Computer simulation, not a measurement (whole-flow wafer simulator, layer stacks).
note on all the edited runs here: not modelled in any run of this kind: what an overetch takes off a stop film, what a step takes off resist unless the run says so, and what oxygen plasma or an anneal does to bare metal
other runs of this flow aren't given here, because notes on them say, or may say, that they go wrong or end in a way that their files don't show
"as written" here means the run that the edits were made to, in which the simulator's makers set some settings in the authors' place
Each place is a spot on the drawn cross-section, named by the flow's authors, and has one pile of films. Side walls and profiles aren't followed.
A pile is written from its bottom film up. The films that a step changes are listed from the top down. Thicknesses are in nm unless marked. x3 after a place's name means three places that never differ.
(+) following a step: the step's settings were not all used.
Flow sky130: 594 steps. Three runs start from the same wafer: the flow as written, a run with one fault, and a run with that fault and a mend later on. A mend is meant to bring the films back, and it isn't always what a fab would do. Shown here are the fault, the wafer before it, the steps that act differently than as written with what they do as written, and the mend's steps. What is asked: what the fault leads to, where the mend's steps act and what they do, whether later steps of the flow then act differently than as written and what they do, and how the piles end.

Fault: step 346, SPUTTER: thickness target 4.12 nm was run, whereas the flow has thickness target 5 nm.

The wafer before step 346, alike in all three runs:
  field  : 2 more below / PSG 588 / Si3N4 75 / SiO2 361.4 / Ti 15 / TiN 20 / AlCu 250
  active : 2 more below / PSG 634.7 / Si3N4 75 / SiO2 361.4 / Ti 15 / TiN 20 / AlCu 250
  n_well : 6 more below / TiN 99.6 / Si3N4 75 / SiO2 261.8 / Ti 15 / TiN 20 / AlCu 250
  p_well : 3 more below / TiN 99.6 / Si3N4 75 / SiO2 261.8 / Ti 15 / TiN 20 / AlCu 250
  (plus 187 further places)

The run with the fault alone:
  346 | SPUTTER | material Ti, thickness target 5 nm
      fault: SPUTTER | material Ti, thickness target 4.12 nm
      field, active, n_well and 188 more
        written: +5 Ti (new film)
        fault: +4.12 Ti (new film)
  Later steps of the flow acting differently than as written (12 more steps, not shown, differ only slightly: by at most 2% or 0.5 nm, whichever is larger):
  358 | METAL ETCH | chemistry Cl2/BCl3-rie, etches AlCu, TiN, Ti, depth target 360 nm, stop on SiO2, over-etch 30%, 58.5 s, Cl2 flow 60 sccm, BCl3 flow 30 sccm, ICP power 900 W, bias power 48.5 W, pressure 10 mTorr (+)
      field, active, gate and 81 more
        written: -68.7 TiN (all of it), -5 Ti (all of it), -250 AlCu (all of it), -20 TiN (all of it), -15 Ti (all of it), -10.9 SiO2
        fault: -68.7 TiN (all of it), -4.12 Ti (all of it), -250 AlCu (all of it), -20 TiN (all of it), -15 Ti (all of it), -11 SiO2
  The piles end different from the flow's at n_well, p_well, gate_hv and 104 more by more than 2% or 0.5 nm, whichever is larger.
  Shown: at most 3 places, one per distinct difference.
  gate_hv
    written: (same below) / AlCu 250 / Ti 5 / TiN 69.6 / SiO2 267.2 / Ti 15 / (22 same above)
    fault: (same below) / AlCu 250 / Ti 4.12 / TiN 69.6 / SiO2 268.1 / Ti 15 / (22 same above)
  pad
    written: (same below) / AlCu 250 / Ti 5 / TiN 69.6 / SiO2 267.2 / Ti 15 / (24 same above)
    fault: (same below) / AlCu 250 / Ti 4.12 / TiN 69.6 / SiO2 268.1 / Ti 15 / (24 same above)
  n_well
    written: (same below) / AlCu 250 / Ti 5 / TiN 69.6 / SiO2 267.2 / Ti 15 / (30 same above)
    fault: (same below) / AlCu 250 / Ti 4.12 / TiN 69.6 / SiO2 268.1 / Ti 15 / (30 same above)

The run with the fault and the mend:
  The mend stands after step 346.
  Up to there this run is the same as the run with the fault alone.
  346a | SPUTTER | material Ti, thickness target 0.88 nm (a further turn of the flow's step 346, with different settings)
      field, active, n_well and 188 more
        +0.88 Ti
  None of the later steps of the flow acts differently than as written at any place that is followed.
  At every place that both follow, the piles at the end match the flow's.
